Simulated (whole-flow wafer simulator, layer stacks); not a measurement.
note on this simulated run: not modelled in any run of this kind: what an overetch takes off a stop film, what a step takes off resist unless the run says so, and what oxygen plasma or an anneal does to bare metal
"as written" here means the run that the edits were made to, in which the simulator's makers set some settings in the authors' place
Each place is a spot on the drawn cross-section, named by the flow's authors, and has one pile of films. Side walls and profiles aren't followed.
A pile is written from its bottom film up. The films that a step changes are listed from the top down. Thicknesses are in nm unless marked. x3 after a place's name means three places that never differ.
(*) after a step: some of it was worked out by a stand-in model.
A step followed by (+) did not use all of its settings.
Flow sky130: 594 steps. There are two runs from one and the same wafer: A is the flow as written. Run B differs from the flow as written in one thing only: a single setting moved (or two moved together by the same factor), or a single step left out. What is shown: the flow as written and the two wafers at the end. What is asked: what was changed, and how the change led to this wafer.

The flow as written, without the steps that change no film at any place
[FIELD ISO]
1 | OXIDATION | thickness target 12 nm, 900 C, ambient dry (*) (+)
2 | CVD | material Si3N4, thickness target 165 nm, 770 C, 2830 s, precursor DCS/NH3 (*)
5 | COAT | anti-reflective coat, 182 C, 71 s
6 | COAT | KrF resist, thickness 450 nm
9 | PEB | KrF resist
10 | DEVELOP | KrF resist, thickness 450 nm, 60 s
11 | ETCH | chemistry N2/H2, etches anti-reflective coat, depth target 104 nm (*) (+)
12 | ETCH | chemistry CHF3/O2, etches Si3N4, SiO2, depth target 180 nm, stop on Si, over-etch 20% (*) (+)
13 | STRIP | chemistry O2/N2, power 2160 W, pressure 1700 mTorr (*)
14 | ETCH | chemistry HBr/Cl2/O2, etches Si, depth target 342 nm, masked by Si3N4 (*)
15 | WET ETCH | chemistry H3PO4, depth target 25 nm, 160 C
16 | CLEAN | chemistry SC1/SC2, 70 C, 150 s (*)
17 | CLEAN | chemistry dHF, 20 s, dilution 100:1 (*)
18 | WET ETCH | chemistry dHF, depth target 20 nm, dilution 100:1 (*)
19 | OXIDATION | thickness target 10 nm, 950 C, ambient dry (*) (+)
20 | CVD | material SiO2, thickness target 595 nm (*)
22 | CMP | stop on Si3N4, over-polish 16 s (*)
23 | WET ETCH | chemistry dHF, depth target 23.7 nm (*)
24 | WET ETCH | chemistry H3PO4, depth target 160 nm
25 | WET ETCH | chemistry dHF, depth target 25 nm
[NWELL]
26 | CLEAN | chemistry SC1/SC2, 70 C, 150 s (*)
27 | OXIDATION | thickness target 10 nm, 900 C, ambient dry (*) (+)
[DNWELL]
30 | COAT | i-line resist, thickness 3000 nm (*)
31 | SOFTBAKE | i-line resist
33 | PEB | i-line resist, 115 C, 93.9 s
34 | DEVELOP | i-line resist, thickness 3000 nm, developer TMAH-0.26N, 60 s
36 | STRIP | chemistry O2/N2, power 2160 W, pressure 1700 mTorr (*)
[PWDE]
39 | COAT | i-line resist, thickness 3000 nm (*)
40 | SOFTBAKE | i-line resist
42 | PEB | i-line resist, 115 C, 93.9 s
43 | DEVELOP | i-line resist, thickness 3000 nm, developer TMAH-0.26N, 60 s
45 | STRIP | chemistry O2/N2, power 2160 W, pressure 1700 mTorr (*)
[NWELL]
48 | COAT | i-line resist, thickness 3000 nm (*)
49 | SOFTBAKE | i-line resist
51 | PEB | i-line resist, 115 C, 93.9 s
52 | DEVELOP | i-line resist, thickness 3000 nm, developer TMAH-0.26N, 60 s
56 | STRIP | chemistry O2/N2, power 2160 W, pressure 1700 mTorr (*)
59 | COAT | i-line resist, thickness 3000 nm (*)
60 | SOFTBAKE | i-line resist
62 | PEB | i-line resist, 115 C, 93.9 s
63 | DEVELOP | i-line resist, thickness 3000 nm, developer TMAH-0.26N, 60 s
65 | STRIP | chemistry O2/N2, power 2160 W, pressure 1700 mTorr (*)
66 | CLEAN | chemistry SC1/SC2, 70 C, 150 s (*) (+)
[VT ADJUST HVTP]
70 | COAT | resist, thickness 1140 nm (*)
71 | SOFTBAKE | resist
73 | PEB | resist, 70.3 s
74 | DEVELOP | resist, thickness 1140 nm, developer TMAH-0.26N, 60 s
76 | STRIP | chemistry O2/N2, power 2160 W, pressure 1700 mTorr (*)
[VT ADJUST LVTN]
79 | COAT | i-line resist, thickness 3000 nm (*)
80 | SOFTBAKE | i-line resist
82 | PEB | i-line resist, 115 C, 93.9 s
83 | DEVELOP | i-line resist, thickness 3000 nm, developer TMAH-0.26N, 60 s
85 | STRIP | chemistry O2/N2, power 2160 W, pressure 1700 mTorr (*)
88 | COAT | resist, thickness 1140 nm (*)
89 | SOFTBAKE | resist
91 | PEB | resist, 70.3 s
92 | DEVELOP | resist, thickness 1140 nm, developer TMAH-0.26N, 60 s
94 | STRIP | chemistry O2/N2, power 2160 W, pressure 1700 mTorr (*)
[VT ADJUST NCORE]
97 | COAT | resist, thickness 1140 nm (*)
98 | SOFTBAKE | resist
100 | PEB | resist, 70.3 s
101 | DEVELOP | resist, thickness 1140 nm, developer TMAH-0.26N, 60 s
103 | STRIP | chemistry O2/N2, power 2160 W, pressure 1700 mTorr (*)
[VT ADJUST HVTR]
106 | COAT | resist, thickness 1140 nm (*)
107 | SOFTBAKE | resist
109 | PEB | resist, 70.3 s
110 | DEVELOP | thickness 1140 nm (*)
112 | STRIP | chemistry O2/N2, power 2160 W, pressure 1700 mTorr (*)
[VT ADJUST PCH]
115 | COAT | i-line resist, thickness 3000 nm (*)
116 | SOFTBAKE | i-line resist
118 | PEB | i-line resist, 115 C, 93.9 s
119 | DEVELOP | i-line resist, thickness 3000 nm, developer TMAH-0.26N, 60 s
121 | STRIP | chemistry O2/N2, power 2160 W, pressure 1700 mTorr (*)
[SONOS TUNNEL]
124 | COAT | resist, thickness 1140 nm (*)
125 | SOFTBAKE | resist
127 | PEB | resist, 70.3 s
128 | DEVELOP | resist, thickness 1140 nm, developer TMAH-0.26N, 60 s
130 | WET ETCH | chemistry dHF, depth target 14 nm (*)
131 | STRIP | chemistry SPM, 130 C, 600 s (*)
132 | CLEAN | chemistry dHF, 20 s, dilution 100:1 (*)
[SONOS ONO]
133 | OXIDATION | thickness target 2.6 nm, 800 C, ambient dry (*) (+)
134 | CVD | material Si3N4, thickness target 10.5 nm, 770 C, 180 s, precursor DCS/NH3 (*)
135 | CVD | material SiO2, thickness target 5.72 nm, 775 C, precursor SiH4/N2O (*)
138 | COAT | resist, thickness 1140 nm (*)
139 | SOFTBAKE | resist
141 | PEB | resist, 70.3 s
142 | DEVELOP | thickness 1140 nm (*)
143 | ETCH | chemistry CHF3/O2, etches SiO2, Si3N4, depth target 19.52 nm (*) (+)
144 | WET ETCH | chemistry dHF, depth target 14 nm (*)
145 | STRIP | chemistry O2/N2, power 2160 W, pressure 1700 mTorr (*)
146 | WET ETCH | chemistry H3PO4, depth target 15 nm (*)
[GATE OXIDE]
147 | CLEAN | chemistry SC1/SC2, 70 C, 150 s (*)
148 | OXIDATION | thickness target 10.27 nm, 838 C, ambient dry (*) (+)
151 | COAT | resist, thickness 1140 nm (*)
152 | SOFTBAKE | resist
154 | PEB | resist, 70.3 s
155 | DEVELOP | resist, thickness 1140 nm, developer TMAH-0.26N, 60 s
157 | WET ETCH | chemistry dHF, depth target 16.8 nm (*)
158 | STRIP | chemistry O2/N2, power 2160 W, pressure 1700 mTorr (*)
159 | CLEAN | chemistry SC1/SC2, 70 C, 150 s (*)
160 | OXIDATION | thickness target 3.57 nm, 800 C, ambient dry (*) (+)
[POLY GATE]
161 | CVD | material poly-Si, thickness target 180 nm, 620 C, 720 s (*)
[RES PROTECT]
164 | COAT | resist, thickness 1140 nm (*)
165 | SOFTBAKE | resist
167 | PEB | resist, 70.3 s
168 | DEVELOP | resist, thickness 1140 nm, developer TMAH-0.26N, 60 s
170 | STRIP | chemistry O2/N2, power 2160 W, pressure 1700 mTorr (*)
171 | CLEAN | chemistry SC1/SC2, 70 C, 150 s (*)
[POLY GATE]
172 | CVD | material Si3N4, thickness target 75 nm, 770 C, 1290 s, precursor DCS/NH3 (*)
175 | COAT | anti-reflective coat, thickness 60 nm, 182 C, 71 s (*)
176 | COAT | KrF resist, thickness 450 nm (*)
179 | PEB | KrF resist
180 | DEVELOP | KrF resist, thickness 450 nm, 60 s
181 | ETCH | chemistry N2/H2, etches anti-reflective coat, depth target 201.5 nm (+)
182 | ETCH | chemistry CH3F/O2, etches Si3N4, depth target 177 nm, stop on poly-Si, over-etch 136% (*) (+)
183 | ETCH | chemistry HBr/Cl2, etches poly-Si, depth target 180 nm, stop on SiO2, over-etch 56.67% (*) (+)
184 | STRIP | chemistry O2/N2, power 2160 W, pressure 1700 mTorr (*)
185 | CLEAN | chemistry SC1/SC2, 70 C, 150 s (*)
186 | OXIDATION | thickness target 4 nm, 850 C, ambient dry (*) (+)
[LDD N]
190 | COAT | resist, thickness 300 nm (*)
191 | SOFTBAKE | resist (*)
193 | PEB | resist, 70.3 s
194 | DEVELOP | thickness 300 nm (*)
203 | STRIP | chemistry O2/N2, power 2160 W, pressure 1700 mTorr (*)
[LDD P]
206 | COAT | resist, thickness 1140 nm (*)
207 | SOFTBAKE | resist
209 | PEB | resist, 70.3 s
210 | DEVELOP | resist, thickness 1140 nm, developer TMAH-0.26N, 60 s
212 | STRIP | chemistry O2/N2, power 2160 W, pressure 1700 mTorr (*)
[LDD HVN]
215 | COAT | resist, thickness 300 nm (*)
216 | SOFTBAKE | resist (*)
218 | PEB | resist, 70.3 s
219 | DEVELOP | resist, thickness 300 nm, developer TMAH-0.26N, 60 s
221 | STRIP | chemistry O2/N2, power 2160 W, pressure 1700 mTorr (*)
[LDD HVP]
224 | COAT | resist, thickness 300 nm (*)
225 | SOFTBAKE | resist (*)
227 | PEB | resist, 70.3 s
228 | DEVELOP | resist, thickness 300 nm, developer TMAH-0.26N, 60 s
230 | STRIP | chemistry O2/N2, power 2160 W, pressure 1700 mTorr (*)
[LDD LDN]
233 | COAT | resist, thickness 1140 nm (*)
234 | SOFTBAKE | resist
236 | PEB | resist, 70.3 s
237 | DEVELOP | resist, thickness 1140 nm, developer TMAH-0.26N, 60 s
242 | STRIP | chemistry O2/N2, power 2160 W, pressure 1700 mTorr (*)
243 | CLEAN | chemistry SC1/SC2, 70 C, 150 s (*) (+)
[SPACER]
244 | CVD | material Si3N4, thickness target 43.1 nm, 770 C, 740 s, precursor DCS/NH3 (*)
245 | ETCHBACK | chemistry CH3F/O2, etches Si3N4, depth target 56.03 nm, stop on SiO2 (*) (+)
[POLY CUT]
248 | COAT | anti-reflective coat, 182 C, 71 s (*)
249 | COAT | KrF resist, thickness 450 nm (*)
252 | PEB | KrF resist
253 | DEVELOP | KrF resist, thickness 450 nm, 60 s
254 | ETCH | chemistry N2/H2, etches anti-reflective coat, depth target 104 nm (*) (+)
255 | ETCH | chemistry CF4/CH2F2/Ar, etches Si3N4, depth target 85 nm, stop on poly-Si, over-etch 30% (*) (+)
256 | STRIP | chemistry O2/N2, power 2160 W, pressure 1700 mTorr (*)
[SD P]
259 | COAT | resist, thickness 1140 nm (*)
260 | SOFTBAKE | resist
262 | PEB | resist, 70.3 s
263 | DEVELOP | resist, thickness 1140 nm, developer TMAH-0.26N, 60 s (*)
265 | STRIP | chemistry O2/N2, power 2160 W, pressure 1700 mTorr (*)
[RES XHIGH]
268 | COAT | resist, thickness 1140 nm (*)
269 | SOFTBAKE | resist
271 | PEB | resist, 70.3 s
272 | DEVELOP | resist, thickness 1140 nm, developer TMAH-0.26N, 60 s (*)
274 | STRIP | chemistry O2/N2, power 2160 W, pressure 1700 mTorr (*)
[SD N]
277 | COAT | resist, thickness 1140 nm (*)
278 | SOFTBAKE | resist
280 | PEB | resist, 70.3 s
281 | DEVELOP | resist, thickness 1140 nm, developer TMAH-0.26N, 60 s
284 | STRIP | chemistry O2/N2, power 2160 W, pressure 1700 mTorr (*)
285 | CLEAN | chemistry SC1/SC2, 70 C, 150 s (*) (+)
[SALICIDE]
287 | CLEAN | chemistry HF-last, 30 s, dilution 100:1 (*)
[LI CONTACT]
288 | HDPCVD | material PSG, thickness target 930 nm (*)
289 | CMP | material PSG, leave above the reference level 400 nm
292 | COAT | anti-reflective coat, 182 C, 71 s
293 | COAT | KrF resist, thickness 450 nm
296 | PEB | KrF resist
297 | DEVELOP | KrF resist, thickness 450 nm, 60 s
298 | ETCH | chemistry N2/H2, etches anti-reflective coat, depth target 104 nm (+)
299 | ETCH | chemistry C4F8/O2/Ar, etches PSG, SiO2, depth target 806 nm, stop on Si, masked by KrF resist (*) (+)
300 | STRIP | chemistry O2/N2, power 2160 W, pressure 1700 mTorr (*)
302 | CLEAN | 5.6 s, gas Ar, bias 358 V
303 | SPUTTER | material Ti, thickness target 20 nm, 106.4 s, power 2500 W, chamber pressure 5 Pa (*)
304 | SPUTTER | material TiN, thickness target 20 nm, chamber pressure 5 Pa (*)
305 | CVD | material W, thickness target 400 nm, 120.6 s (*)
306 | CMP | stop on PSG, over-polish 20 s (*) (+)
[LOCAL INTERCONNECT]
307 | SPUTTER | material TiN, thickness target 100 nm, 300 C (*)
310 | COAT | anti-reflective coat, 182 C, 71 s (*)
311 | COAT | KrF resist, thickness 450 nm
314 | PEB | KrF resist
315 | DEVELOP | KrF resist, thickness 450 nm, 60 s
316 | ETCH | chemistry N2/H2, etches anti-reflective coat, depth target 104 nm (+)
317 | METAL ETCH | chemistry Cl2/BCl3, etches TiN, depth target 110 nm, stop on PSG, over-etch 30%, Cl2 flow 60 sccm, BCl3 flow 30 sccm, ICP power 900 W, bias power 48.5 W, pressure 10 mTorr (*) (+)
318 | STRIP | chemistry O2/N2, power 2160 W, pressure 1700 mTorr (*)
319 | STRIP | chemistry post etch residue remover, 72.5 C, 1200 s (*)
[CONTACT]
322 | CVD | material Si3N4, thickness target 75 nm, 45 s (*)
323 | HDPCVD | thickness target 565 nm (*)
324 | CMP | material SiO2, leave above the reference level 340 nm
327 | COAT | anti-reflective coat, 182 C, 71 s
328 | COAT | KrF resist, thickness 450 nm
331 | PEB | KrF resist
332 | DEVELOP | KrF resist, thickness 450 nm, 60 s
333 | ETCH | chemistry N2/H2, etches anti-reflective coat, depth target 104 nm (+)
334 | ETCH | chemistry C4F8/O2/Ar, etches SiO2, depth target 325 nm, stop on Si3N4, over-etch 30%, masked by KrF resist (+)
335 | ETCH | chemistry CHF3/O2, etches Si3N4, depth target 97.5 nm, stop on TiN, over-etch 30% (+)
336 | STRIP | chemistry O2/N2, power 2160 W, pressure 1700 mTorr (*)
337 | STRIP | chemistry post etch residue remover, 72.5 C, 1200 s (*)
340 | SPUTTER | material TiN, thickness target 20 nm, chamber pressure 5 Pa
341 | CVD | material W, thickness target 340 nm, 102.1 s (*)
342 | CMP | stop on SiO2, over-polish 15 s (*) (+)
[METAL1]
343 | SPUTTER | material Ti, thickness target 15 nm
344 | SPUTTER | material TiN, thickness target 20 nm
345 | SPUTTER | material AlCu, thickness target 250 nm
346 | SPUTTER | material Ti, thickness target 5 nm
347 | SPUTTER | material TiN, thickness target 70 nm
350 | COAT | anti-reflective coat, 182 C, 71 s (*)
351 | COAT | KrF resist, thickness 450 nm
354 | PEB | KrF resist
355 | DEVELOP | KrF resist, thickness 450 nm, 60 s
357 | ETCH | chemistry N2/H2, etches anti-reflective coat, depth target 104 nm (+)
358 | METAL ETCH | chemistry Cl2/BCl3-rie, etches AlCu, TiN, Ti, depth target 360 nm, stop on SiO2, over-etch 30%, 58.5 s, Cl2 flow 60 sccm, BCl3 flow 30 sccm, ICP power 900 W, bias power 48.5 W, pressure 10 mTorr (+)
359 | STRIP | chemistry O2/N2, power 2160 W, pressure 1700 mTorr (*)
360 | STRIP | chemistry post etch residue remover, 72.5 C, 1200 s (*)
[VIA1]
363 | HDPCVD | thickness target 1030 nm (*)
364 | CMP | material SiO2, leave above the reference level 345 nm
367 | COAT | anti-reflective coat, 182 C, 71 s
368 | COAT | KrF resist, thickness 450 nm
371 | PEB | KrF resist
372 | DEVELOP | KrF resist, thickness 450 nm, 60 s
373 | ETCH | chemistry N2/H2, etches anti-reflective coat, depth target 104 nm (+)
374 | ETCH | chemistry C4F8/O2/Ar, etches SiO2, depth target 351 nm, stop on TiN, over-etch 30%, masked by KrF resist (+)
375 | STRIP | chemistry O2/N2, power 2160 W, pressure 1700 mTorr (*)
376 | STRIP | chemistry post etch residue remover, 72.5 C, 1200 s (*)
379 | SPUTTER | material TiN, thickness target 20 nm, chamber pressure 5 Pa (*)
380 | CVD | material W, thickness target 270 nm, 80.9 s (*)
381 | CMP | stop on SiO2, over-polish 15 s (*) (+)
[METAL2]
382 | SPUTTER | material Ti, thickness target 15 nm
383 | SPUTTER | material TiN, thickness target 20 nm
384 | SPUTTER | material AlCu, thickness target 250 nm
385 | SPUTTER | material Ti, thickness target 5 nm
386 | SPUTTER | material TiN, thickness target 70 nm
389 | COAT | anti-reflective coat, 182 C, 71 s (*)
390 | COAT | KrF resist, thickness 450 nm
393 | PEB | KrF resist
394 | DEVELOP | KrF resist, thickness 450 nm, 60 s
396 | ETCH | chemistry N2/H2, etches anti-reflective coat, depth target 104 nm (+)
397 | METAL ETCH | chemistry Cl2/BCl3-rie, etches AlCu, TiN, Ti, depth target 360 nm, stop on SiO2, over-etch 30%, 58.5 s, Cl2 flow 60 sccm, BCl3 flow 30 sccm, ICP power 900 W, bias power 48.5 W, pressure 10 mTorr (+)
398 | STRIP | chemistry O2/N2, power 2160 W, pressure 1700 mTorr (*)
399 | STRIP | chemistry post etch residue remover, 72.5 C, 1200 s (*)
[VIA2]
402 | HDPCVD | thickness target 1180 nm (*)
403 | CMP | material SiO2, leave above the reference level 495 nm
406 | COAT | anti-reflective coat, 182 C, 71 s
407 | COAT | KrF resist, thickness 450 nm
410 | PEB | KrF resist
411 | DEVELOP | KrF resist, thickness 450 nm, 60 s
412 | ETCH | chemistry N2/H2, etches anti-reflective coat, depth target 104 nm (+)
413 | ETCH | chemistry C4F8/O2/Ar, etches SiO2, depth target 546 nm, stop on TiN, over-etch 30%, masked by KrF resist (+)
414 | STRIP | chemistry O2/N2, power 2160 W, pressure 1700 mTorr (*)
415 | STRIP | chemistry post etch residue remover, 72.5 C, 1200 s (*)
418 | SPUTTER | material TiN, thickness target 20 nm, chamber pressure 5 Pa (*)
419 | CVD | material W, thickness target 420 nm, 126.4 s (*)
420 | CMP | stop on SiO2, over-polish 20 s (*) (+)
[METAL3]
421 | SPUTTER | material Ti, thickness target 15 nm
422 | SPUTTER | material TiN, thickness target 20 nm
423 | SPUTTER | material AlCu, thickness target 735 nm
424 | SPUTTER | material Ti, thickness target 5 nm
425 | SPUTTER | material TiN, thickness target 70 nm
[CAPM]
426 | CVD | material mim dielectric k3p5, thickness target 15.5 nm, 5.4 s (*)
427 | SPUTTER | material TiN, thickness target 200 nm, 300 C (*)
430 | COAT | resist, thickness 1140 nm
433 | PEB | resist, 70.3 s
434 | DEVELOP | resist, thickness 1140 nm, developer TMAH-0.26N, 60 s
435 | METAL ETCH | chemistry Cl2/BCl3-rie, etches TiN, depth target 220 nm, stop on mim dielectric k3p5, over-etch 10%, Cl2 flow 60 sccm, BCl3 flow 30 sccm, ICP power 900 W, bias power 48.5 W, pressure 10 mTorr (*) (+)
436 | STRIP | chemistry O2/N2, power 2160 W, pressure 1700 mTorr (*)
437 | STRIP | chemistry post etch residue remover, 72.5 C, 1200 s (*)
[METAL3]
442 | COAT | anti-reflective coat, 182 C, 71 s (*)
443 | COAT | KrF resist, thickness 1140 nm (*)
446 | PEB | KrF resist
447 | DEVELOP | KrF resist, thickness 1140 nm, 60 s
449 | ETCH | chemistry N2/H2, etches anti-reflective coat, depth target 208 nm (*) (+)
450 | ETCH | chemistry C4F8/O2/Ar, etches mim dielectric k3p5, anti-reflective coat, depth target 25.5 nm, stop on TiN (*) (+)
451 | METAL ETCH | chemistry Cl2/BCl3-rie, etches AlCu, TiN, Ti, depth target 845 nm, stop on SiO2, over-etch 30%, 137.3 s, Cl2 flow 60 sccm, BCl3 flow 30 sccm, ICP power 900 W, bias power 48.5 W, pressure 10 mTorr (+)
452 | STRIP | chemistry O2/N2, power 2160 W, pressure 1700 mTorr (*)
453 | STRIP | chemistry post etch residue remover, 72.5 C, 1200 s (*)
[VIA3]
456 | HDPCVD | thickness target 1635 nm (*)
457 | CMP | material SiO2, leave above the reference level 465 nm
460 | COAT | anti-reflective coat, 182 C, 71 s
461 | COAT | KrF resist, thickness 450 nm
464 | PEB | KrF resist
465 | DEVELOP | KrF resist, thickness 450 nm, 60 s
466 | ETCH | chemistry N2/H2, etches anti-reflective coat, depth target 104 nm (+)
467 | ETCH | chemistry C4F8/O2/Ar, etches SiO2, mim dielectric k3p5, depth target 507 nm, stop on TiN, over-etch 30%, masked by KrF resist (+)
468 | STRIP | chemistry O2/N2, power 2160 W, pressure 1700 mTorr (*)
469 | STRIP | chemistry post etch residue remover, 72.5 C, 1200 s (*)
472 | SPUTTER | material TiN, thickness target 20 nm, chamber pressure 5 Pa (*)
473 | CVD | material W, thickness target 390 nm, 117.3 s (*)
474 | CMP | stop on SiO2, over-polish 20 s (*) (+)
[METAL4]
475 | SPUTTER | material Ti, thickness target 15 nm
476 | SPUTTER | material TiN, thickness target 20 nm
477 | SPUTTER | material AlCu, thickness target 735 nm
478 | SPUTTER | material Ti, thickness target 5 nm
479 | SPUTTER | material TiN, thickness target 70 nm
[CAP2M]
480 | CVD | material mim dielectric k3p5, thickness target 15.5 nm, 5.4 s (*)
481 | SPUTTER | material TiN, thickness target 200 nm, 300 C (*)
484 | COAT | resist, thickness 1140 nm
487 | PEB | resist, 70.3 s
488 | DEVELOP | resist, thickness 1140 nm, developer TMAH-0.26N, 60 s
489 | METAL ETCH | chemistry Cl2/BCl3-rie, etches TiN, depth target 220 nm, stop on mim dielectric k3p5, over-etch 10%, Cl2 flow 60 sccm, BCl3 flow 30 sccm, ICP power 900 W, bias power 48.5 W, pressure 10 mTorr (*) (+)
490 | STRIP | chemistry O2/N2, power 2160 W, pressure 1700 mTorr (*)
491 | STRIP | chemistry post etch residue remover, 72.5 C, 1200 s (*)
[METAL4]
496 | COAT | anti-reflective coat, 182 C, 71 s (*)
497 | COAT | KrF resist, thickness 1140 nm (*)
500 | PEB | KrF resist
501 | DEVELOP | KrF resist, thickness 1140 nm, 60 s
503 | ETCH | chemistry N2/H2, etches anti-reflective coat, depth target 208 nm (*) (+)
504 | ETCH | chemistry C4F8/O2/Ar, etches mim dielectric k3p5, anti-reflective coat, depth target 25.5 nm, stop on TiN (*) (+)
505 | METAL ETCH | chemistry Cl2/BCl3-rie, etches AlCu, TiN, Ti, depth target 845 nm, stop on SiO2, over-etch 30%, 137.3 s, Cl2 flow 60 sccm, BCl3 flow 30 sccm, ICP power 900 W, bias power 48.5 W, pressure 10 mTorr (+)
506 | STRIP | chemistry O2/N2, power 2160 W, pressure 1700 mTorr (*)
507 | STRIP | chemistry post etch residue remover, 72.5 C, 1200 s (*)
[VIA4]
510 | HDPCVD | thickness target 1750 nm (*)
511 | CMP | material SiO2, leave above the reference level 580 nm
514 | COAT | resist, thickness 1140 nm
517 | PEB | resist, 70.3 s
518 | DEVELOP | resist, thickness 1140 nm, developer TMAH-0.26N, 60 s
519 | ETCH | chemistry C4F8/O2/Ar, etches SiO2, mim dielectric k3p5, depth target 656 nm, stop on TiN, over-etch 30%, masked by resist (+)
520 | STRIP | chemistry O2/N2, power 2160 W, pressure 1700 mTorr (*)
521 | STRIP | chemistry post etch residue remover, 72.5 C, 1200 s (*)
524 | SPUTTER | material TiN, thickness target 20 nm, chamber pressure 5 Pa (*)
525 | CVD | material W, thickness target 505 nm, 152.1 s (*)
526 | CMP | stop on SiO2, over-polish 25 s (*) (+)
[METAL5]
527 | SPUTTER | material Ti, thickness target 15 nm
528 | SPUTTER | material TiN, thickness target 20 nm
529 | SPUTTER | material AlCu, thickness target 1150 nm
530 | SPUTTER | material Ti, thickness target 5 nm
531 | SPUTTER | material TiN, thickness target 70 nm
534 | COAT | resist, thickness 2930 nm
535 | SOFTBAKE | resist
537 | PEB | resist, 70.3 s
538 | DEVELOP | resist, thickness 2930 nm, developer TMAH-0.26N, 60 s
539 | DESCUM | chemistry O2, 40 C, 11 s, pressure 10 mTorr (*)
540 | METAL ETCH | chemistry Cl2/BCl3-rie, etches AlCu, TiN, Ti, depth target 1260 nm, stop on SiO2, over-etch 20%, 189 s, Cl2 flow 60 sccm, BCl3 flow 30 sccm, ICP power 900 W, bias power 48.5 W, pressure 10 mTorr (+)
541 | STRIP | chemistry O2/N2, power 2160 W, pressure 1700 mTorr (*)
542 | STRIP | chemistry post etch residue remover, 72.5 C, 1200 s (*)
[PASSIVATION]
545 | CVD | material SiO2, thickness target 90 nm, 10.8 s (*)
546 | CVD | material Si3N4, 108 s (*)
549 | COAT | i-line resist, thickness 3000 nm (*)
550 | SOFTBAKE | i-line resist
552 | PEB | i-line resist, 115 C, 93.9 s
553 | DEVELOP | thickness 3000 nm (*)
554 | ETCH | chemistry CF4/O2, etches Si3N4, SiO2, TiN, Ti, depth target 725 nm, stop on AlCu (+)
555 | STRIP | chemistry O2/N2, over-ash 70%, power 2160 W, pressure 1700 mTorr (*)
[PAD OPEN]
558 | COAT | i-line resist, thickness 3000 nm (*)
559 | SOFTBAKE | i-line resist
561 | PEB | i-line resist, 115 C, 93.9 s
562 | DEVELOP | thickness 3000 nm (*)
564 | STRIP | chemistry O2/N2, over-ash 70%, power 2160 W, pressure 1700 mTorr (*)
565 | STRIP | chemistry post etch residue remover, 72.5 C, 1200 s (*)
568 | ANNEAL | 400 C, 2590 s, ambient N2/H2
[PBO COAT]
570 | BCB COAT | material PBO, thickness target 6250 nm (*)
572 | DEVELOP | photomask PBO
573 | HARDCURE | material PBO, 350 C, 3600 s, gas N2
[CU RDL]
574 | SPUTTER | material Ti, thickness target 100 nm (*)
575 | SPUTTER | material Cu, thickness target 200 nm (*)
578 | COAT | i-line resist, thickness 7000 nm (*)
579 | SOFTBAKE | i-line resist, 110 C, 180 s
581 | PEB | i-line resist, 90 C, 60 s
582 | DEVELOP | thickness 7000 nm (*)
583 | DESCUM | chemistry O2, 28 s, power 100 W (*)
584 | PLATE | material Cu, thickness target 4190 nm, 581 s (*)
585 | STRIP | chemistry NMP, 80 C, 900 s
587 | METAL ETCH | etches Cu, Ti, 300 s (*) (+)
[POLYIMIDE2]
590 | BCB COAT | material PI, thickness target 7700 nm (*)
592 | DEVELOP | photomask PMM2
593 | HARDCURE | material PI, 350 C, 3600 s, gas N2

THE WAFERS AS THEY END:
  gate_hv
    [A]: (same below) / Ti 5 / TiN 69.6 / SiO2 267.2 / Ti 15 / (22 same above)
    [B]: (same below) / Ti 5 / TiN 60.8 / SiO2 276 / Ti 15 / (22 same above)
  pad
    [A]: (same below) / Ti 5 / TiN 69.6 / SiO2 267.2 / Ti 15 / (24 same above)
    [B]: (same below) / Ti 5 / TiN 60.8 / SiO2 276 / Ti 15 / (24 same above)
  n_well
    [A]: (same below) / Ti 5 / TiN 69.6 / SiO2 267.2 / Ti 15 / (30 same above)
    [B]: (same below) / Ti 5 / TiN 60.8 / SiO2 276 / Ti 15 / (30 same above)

What caused this: step 347, SPUTTER: thickness target 61.2 nm was run, whereas the flow has thickness target 70 nm.

Step by step, how the change led to this:
  347 | SPUTTER | material TiN, thickness target 70 nm
      field, active, n_well and 188 more: A TiN gains 70 (new film) | B TiN gains 61.2 (new film)
  358 | METAL ETCH | chemistry Cl2/BCl3-rie, etches AlCu, TiN, Ti, depth target 360 nm, stop on SiO2, over-etch 30%, 58.5 s, Cl2 flow 60 sccm, BCl3 flow 30 sccm, ICP power 900 W, bias power 48.5 W, pressure 10 mTorr (+)
      field, active, gate and 81 more: A TiN loses 68.7 (all of it), Ti loses 5 (all of it), AlCu loses 250 (all of it), TiN loses 20 (all of it), Ti loses 15 (all of it), SiO2 loses 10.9 | B TiN loses 59.9 (all of it), Ti loses 5 (all of it), AlCu loses 250 (all of it), TiN loses 20 (all of it), Ti loses 15 (all of it), SiO2 loses 11.8
  374 | ETCH | chemistry C4F8/O2/Ar, etches SiO2, depth target 351 nm, stop on TiN, over-etch 30%, masked by KrF resist (+)
      m1, via1_hole: A SiO2 loses 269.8 (all of it) | B SiO2 loses 278.6 (all of it)
